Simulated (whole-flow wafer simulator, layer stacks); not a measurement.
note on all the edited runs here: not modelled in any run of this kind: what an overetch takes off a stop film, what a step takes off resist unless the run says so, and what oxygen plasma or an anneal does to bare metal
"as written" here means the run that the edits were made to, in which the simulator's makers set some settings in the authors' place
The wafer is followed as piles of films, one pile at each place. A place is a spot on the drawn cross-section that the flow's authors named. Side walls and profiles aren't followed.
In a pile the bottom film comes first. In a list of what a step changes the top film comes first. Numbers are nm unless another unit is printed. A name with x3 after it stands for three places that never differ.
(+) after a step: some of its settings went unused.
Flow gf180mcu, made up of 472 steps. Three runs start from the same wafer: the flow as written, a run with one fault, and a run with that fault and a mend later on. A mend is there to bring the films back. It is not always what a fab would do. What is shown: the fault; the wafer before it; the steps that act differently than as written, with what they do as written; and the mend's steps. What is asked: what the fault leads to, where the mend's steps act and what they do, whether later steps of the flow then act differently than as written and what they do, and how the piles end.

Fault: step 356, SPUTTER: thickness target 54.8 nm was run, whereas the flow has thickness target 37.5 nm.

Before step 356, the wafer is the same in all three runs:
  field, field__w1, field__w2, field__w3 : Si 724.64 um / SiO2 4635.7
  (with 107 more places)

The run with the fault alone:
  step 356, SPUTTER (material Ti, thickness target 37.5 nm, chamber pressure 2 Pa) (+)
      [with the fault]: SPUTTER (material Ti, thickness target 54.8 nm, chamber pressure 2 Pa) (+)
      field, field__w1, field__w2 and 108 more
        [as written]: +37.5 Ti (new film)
        [with the fault]: +54.8 Ti (new film)
  Later steps of the flow acting differently than as written:
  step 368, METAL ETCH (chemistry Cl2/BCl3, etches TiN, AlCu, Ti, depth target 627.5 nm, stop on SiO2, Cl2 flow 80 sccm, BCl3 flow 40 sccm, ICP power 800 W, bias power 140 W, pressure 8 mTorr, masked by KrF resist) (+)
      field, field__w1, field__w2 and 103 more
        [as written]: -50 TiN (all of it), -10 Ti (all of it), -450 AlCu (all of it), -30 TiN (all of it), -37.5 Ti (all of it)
        [with the fault]: -50 TiN (all of it), -10 Ti (all of it), -450 AlCu (all of it), -30 TiN (all of it), -54.8 Ti (all of it)
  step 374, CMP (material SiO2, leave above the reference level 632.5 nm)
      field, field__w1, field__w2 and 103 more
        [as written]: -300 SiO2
        [with the fault]: -282.7 SiO2
  At field__w8, contact, m1, m1__w1, m1_nw, the piles at the end differ from the flow's by more than 2% or 0.5 nm, whichever is larger.
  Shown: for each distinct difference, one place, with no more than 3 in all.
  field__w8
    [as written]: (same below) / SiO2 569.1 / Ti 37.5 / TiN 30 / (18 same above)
    [with the fault]: (same below) / SiO2 569.1 / Ti 54.8 / TiN 30 / (18 same above)
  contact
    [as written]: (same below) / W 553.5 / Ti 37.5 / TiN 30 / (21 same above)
    [with the fault]: (same below) / W 553.5 / Ti 54.8 / TiN 30 / (21 same above)

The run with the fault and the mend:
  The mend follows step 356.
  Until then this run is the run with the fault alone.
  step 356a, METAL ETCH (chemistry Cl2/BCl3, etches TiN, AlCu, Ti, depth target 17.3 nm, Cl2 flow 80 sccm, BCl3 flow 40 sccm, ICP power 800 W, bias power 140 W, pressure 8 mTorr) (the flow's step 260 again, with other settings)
      field, field__w1, field__w2 and 108 more
        -17.3 Ti
  Later steps of the flow that are run all act as written at every place that is followed.
  By the end, the piles equal the flow's at every place that both follow.
